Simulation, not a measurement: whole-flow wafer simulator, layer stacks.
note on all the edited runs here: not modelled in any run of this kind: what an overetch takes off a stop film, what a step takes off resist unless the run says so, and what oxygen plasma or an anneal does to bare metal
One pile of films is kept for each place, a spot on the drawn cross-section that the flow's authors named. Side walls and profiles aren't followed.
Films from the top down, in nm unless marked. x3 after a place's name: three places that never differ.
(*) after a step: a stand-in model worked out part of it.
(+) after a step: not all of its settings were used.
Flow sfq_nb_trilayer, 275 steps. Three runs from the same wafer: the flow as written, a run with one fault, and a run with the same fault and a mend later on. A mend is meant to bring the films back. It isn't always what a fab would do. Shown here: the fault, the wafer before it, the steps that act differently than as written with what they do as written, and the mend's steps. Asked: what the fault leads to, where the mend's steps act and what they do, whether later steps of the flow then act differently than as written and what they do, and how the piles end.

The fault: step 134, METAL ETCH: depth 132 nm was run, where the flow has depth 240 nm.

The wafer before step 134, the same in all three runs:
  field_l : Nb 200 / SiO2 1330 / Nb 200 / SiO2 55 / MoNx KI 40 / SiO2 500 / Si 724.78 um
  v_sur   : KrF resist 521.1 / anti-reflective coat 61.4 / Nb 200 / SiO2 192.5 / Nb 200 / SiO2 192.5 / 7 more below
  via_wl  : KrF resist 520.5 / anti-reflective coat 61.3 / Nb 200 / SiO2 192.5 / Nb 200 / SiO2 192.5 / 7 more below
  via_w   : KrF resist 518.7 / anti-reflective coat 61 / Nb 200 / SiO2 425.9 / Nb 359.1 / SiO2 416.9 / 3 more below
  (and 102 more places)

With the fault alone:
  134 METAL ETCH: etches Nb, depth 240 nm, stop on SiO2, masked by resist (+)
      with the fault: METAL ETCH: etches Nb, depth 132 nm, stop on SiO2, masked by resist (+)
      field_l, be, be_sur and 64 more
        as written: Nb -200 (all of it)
        with the fault: Nb -132
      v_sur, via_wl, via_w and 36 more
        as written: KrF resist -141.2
        with the fault: KrF resist -77.6
  Later steps of the flow that act differently than as written:
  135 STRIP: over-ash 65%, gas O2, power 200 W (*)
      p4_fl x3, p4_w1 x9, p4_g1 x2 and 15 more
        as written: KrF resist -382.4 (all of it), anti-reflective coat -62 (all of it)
        with the fault: KrF resist -445.9 (all of it), anti-reflective coat -62 (all of it)
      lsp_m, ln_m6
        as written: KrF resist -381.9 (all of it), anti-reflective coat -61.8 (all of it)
        with the fault: KrF resist -445.5 (all of it), anti-reflective coat -61.8 (all of it)
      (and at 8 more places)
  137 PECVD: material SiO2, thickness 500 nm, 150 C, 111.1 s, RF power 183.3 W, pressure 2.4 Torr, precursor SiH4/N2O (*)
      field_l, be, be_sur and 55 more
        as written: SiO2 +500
        with the fault: SiO2 +500 (new film)
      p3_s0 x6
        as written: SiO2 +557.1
        with the fault: SiO2 +500 (new film)
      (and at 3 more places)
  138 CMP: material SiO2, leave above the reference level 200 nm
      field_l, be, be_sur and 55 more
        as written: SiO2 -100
        with the fault: SiO2 -168
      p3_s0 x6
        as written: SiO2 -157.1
        with the fault: SiO2 -168
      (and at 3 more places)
  At the end the piles differ from the flow's by more than 2% or 0.5 nm, whichever is larger, at field_l, be, be_sur and 64 more.
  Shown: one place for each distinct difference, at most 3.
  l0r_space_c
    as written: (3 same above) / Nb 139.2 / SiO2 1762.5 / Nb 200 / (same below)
    with the fault: (3 same above) / Nb 139.2 / SiO2 324.5 / Nb 68 / SiO2 1370 / Nb 200 / (same below)
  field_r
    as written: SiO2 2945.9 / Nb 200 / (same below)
    with the fault: SiO2 1507.9 / Nb 68 / SiO2 1370 / Nb 200 / (same below)
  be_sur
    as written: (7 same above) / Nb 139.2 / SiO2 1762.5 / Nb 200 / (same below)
    with the fault: (7 same above) / Nb 139.2 / SiO2 324.5 / Nb 68 / SiO2 1370 / Nb 200 / (same below)

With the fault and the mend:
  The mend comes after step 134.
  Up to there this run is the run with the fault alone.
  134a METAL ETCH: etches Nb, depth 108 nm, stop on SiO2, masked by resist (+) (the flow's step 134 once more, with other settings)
      field_l, be, be_sur and 64 more
        Nb -68 (all of it)
      v_sur, via_wl, via_w and 36 more
        KrF resist -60
  No later step of the flow acts differently than as written, at any place that is followed, by more than 2% or 0.5 nm, whichever is larger.
  At the end the piles are the same as the flow's at every place that both follow.
